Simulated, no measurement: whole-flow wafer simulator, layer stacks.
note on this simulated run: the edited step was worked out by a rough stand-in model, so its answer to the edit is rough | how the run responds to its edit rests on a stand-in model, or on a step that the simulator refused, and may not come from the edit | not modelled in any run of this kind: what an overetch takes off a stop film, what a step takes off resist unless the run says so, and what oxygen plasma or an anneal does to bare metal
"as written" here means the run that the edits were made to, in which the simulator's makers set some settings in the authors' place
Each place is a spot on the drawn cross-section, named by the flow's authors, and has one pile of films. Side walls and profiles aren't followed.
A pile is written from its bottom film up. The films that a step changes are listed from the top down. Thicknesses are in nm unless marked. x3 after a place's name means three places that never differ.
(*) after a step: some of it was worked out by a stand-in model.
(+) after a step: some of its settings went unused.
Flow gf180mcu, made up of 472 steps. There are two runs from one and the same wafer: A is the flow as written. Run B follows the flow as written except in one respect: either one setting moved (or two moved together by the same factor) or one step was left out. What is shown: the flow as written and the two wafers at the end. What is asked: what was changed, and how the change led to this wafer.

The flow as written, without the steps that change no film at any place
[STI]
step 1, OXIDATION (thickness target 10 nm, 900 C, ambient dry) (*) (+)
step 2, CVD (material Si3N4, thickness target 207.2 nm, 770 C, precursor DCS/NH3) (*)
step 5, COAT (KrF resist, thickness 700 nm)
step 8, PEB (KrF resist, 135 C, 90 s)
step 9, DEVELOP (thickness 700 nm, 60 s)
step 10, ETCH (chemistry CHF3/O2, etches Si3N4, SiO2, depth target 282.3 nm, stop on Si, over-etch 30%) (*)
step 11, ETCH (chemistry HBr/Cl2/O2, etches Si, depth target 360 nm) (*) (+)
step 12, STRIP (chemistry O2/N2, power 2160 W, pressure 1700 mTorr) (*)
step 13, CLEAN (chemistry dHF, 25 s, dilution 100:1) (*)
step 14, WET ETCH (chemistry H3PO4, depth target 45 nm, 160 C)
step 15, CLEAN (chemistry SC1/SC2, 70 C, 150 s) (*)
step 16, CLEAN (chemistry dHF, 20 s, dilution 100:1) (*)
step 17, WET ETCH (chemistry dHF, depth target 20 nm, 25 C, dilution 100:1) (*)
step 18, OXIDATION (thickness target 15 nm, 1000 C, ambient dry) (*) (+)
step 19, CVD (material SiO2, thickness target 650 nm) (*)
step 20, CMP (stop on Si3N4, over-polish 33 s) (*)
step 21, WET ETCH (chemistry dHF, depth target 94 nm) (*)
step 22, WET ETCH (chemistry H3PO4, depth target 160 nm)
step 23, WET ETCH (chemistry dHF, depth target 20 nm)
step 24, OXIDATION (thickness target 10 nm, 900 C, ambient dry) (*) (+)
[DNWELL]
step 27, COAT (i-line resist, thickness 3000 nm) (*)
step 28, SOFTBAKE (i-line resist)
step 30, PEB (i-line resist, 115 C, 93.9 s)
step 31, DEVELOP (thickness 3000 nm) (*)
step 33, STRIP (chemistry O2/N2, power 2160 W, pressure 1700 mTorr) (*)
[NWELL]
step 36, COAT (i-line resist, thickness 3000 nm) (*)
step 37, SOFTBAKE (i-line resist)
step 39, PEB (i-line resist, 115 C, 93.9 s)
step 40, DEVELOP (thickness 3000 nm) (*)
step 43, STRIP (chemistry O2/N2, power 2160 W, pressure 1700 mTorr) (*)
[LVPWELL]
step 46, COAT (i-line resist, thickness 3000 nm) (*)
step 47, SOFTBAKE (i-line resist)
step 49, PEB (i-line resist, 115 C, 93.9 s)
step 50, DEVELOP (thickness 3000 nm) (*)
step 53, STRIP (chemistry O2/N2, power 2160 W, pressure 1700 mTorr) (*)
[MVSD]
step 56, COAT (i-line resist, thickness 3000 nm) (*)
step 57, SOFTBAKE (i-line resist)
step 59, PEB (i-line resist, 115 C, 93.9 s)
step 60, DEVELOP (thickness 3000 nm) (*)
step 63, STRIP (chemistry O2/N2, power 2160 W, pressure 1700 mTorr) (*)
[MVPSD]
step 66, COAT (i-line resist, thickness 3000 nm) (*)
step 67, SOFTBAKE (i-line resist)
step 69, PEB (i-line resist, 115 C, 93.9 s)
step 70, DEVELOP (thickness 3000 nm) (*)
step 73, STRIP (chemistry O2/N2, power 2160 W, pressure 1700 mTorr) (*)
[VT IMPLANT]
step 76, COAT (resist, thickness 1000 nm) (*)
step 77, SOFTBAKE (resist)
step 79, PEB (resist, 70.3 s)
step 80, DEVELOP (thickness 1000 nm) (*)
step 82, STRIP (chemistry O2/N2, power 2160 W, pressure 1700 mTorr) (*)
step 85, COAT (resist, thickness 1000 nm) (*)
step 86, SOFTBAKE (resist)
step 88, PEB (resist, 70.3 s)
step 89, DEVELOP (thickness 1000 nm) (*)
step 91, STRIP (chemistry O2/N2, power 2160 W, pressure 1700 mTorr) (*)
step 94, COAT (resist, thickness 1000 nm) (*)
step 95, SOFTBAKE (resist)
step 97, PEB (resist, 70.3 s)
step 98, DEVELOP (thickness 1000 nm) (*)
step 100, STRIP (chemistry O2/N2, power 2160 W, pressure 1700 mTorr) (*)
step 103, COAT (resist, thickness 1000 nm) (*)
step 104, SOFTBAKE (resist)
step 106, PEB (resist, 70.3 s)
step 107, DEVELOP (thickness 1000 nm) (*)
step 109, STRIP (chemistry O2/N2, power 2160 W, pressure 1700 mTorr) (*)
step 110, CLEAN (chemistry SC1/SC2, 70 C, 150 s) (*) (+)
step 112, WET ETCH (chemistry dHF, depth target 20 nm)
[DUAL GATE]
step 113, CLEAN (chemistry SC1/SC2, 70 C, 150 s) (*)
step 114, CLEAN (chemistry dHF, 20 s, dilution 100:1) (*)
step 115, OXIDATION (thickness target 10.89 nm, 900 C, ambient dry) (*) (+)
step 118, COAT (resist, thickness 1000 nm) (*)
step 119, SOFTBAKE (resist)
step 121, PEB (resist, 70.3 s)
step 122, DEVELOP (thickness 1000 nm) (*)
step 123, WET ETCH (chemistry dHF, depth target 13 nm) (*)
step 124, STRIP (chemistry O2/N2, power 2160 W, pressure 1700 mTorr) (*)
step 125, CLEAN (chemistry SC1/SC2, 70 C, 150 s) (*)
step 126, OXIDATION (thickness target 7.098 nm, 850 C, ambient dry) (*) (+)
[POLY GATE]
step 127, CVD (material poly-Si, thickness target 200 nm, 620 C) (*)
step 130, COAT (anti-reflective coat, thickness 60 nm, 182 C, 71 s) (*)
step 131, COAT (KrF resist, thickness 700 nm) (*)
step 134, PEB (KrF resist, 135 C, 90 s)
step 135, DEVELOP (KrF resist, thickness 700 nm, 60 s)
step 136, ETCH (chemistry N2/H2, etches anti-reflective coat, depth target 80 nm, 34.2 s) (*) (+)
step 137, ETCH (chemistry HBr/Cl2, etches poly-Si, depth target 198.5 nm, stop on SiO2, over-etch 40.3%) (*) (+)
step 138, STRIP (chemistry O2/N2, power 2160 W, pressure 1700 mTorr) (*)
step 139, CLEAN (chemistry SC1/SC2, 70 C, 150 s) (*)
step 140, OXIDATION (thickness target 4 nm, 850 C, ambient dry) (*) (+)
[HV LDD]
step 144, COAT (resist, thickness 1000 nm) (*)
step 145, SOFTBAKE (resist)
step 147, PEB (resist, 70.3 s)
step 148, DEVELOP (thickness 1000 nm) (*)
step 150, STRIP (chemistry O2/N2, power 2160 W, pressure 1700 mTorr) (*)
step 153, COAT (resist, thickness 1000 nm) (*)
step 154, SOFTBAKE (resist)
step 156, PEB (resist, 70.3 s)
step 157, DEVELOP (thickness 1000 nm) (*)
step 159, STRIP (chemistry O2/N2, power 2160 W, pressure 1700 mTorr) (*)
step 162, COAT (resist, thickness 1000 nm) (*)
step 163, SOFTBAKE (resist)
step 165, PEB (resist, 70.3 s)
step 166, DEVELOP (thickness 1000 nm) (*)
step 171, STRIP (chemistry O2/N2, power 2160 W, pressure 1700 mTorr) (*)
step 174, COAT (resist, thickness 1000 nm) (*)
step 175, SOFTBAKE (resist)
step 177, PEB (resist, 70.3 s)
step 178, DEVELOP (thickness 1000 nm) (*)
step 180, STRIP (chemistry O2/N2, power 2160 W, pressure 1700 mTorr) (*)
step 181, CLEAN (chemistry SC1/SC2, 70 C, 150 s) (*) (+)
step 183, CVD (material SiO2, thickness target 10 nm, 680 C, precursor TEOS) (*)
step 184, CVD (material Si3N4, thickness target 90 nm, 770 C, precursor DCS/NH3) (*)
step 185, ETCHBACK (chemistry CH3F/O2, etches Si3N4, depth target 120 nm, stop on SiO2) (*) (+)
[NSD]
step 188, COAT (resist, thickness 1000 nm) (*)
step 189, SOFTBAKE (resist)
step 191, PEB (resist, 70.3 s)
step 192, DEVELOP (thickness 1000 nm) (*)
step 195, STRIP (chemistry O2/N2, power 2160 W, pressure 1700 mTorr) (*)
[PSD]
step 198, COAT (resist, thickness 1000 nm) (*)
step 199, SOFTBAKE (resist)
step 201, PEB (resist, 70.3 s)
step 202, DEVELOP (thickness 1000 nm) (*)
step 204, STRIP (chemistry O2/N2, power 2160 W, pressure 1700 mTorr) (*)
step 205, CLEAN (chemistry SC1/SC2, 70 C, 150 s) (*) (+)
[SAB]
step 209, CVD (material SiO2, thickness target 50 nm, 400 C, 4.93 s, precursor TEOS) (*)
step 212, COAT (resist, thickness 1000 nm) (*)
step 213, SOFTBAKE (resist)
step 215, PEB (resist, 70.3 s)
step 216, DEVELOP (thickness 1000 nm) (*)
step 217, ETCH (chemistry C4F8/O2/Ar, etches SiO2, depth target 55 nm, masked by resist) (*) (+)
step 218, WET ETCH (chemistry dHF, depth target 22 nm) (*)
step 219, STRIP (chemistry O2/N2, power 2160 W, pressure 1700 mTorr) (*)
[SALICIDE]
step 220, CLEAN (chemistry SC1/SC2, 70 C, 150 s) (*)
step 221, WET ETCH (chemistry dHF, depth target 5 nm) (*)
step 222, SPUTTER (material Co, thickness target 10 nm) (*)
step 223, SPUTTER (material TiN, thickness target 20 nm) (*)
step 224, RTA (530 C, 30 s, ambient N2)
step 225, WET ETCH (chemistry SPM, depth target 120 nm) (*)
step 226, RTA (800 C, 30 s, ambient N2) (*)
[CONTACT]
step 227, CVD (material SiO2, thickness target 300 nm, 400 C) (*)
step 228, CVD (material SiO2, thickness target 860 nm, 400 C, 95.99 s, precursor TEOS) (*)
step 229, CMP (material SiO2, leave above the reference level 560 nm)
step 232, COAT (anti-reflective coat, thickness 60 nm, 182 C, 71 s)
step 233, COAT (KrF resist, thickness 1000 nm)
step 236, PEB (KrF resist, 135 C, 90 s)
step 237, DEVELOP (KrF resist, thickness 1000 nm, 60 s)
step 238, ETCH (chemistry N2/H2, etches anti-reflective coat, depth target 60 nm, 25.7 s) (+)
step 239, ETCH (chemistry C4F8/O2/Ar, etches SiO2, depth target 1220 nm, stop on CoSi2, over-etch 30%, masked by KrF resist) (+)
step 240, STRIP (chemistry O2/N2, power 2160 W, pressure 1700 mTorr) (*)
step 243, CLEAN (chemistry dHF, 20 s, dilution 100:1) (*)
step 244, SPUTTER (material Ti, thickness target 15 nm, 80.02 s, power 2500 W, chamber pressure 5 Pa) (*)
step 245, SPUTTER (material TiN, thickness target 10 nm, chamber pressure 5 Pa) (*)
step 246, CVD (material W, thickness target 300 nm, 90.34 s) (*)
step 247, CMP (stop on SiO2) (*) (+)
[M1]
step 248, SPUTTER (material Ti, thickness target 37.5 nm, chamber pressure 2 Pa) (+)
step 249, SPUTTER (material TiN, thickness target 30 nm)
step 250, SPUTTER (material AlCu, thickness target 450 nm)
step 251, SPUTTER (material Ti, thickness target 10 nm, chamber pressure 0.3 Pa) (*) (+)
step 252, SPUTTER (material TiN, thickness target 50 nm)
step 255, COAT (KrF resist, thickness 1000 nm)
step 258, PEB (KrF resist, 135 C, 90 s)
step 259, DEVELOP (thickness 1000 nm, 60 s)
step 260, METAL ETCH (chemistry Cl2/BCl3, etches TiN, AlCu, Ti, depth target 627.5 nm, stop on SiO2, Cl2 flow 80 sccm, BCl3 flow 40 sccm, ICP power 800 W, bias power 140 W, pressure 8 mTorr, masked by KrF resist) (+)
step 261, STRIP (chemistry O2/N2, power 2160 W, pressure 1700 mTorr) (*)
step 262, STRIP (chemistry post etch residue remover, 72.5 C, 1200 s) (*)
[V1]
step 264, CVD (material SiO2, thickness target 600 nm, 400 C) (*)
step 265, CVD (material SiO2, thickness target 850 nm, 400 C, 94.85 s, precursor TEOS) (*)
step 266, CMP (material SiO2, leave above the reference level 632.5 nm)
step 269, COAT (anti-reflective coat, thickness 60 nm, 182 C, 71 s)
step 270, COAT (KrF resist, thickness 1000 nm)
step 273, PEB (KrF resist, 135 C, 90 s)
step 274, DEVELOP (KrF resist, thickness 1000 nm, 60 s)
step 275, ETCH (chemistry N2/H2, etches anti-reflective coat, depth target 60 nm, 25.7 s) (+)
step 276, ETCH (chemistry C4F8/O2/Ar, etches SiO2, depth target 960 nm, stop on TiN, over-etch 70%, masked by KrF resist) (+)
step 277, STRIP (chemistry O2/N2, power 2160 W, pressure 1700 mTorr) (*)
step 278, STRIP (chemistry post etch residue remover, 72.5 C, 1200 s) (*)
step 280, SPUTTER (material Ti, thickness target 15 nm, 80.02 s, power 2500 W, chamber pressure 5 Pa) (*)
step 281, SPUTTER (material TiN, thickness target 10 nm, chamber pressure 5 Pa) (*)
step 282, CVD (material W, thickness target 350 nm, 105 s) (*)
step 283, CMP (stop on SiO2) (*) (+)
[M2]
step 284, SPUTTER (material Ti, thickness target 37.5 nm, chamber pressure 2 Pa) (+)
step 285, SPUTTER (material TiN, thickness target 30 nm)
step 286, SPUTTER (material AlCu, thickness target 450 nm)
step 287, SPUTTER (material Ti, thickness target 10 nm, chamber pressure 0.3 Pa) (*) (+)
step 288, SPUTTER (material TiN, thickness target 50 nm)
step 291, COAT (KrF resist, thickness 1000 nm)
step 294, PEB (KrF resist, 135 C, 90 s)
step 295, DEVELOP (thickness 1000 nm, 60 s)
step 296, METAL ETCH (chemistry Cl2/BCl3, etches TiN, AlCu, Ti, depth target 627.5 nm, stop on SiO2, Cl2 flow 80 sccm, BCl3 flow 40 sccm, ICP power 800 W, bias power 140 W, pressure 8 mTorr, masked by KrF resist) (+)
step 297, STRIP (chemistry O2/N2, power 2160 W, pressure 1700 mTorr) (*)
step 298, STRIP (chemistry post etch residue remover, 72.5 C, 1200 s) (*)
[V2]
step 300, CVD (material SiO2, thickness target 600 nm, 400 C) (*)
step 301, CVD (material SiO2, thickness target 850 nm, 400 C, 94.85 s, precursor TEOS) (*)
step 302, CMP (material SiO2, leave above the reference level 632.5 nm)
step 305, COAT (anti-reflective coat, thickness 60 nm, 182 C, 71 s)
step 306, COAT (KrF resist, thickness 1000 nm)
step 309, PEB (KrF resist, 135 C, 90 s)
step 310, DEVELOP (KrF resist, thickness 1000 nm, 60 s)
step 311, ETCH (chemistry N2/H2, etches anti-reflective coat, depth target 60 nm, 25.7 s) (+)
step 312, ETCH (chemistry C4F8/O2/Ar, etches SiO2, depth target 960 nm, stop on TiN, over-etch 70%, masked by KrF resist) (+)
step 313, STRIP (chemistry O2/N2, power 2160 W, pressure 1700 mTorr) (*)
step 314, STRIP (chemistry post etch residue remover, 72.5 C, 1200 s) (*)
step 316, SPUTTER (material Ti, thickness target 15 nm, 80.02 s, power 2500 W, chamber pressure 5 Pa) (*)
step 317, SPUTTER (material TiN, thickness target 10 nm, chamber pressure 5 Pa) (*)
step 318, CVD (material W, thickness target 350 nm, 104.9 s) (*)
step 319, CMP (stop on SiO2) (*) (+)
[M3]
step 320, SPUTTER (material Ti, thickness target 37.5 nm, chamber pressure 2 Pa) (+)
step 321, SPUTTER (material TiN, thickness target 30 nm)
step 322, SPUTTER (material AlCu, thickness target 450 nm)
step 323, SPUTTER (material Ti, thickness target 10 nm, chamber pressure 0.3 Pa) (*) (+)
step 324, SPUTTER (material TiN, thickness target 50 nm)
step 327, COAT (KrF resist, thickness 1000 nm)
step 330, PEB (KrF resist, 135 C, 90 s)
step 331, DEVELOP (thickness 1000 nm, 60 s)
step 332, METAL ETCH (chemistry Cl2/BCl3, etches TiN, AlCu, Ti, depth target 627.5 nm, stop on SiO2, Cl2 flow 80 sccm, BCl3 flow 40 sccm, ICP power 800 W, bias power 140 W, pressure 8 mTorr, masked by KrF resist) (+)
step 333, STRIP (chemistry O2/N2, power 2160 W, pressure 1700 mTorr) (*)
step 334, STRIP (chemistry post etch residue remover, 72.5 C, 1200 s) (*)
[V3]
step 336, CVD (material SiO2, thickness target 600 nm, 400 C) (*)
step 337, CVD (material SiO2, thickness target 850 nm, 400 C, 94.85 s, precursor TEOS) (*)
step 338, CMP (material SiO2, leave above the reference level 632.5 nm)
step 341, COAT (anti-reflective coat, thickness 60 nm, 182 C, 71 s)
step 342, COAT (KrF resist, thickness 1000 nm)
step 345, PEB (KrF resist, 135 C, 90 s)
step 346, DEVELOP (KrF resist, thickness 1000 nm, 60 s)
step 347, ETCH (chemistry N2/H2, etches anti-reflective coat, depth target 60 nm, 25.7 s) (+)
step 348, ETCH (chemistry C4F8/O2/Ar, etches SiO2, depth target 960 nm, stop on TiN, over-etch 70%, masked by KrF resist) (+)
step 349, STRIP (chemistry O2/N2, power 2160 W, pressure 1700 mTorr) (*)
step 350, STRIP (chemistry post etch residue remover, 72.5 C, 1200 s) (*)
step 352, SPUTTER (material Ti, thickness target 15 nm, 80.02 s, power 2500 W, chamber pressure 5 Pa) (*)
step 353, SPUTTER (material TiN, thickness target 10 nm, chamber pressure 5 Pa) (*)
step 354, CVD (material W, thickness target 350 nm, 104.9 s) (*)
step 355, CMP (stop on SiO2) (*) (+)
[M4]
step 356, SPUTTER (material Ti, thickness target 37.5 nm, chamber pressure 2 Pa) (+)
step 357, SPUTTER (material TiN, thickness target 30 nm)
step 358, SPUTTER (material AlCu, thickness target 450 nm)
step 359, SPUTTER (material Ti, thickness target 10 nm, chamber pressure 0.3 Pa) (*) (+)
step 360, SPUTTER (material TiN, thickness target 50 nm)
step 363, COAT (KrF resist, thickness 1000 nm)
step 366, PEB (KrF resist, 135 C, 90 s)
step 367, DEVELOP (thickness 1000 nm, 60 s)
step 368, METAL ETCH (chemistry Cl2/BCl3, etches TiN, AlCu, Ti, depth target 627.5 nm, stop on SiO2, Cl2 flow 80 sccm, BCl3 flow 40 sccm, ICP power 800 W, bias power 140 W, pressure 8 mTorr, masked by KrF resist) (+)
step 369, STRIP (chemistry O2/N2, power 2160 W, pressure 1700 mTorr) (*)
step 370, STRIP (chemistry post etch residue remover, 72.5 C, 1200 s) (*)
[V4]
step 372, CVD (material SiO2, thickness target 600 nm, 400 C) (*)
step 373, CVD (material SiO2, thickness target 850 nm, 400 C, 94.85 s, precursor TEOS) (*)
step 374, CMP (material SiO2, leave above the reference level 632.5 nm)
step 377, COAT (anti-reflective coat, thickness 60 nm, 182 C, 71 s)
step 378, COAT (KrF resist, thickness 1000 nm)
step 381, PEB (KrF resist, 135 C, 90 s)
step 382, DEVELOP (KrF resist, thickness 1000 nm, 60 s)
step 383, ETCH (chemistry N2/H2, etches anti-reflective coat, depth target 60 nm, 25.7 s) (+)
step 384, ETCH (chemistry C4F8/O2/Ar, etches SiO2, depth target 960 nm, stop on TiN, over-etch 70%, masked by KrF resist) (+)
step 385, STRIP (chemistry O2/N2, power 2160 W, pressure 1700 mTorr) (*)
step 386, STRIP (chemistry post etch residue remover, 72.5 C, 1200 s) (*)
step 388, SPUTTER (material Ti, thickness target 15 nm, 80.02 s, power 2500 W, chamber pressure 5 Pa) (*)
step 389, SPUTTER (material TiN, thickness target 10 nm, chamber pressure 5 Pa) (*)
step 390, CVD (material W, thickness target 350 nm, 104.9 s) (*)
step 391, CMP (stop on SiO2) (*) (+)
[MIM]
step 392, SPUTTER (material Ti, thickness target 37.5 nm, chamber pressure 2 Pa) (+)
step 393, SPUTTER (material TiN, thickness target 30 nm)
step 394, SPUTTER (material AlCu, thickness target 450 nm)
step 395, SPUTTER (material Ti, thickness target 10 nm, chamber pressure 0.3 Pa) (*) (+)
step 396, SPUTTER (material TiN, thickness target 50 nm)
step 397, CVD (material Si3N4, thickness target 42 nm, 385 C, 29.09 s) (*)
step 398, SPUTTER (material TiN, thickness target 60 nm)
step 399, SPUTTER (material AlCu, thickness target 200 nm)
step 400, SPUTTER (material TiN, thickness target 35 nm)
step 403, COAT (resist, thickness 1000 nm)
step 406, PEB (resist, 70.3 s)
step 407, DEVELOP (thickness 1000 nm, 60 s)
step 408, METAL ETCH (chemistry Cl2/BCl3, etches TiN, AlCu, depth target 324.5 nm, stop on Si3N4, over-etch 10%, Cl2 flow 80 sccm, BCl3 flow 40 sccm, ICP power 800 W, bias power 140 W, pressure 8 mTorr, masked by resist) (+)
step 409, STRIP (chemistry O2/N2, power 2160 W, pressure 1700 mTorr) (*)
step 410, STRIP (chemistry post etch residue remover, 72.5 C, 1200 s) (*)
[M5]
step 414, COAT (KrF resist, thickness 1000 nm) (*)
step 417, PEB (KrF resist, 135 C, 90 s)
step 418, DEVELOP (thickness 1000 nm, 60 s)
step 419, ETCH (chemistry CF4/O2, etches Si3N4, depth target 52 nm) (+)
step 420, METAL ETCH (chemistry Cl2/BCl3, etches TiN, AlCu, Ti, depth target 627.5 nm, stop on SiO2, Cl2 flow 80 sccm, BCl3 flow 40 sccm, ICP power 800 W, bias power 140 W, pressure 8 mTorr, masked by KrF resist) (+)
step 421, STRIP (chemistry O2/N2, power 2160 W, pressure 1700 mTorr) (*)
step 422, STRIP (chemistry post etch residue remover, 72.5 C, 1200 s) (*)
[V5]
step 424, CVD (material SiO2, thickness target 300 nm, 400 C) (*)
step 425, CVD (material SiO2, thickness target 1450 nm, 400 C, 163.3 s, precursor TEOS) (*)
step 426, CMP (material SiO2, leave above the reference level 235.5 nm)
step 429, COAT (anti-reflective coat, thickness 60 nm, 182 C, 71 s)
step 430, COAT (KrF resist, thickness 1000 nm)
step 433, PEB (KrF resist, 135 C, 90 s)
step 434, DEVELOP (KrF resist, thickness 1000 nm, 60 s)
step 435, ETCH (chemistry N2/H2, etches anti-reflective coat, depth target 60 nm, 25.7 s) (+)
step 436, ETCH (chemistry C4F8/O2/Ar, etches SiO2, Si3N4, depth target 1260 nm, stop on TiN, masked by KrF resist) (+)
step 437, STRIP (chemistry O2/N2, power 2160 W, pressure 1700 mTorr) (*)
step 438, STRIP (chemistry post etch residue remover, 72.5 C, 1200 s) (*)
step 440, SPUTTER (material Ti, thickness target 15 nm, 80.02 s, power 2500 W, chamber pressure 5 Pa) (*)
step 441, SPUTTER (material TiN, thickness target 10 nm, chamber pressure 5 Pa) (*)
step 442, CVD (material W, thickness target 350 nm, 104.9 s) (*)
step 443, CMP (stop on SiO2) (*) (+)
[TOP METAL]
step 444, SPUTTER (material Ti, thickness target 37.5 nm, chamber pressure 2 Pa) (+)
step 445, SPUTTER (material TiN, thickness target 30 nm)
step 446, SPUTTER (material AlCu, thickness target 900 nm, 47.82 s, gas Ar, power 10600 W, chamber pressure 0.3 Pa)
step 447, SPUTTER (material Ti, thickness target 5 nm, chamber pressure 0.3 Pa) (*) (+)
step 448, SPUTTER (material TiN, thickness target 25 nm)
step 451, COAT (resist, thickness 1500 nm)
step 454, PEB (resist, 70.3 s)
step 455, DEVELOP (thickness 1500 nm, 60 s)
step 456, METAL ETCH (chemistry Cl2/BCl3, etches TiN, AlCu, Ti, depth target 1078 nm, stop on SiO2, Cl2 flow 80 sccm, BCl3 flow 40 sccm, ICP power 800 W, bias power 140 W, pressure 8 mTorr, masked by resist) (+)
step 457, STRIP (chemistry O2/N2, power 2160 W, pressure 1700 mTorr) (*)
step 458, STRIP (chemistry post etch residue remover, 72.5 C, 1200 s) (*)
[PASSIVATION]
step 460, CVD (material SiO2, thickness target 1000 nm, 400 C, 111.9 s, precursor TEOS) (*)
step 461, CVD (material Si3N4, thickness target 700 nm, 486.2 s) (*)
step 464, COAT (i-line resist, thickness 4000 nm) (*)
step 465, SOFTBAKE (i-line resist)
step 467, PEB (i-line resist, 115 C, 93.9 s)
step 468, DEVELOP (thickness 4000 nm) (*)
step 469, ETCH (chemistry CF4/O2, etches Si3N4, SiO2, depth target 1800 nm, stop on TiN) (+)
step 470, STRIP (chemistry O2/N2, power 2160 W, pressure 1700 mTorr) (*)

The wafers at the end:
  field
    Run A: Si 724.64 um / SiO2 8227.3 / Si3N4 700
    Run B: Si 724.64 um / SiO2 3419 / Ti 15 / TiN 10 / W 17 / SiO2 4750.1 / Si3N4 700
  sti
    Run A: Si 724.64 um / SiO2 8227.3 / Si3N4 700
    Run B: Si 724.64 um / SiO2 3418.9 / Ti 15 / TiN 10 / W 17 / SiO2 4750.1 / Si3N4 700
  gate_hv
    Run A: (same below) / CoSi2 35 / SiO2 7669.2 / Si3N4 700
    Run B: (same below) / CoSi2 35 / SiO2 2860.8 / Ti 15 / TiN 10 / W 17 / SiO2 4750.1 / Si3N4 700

What caused this: step 301, CVD: thickness target 468 nm was run, though the flow has thickness target 850 nm; step 301, CVD: 52.17 s was run, where the flow has 94.85 s.

Step by step, how the change led to this:
  step 301, CVD (material SiO2, thickness target 850 nm, 400 C, 94.85 s, precursor TEOS) (*)
      field, field__w1, field__w2 and 108 more: A SiO2 gains 850 | B SiO2 gains 475.7
  step 302, CMP (material SiO2, leave above the reference level 632.5 nm)
      field, field__w1, field__w2 and 103 more: A SiO2 loses 300 | B nothing
      field__w8, contact, m1, m1__w1, m1_nw: A SiO2 loses 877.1 | B SiO2 loses 502.8
  step 305, COAT (anti-reflective coat, thickness 60 nm, 182 C, 71 s)
      field: A anti-reflective coat gains 60 (new film) | B anti-reflective coat gains 89.8 (new film)
      field__w8: A anti-reflective coat gains 60 (new film) | B anti-reflective coat gains 22.5 (new film)
      (also at 15 further places)
  step 306, COAT (KrF resist, thickness 1000 nm)
      contact: A KrF resist gains 1000 (new film) | B KrF resist gains 972.3 (new film)
      m1: A KrF resist gains 1000 (new film) | B KrF resist gains 968.5 (new film)
      (also at 4 further places)
  step 310, DEVELOP (KrF resist, thickness 1000 nm, 60 s)
      contact: A KrF resist loses 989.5 (all of it) | B KrF resist loses 962 (all of it)
  step 311, ETCH (chemistry N2/H2, etches anti-reflective coat, depth target 60 nm, 25.7 s) (+)
      contact: A anti-reflective coat loses 60 (all of it), SiO2 loses 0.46 | B anti-reflective coat loses 26.4 (all of it), SiO2 loses 1.32
  step 313, STRIP (chemistry O2/N2, power 2160 W, pressure 1700 mTorr) (*)
      field: A KrF resist loses 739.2 (all of it), anti-reflective coat loses 60 (all of it) | B KrF resist loses 725.7 (all of it), anti-reflective coat loses 89.8 (all of it)
      field__w8: A KrF resist loses 739.2 (all of it), anti-reflective coat loses 60 (all of it) | B KrF resist loses 730.2 (all of it), anti-reflective coat loses 22.5 (all of it)
      (also at 15 further places)
  step 318, CVD (material W, thickness target 350 nm, 104.9 s) (*)
      contact: A W gains 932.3 (new film) | B W gains 857.3 (new film)
  step 319, CMP (stop on SiO2) (*) (+)
      field, field__w1, field__w2 and 103 more: A W loses 350 (all of it), TiN loses 10 (all of it), Ti loses 15 (all of it), SiO2 loses 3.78 | B W loses 320.7
      field__w8, m1, m1__w1, m1_nw: A W loses 350 (all of it), TiN loses 10 (all of it), Ti loses 15 (all of it), SiO2 loses 3.78 | B W loses 350 (all of it), TiN loses 10 (all of it), Ti loses 15 (all of it), SiO2 loses 20
      (also at 1 further place)
  step 332, METAL ETCH (chemistry Cl2/BCl3, etches TiN, AlCu, Ti, depth target 627.5 nm, stop on SiO2, Cl2 flow 80 sccm, BCl3 flow 40 sccm, ICP power 800 W, bias power 140 W, pressure 8 mTorr, masked by KrF resist) (+)
      field, field__w1, field__w2 and 103 more: A TiN loses 50 (all of it), Ti loses 10 (all of it), AlCu loses 450 (all of it), TiN loses 30 (all of it), Ti loses 37.5 (all of it) | B TiN loses 50 (all of it), Ti loses 10 (all of it), AlCu loses 450 (all of it), TiN loses 30 (all of it), Ti loses 37.5 (all of it), W loses 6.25
  step 334, STRIP (chemistry post etch residue remover, 72.5 C, 1200 s) (*)
      field, field__w1, field__w2 and 103 more: A nothing | B W loses 6.01
  step 336, CVD (material SiO2, thickness target 600 nm, 400 C) (*)
      field, field__w1, field__w2 and 103 more: A SiO2 gains 600 | B SiO2 gains 600 (new film)
  step 338, CMP (material SiO2, leave above the reference level 632.5 nm)
      field, field__w1, field__w2 and 103 more: A SiO2 loses 300 | B SiO2 loses 287.7
With metal films that touch counted as one body, field has 1 body; the flow as written gives 0 bodies.
With metal films that touch counted as one body, sti has 1 body; the flow as written gives 0 bodies.
With metal films that touch counted as one body, gate_hv has 2 bodies (between them, from the top down: SiO2 2860.8); the flow as written gives 1 body.
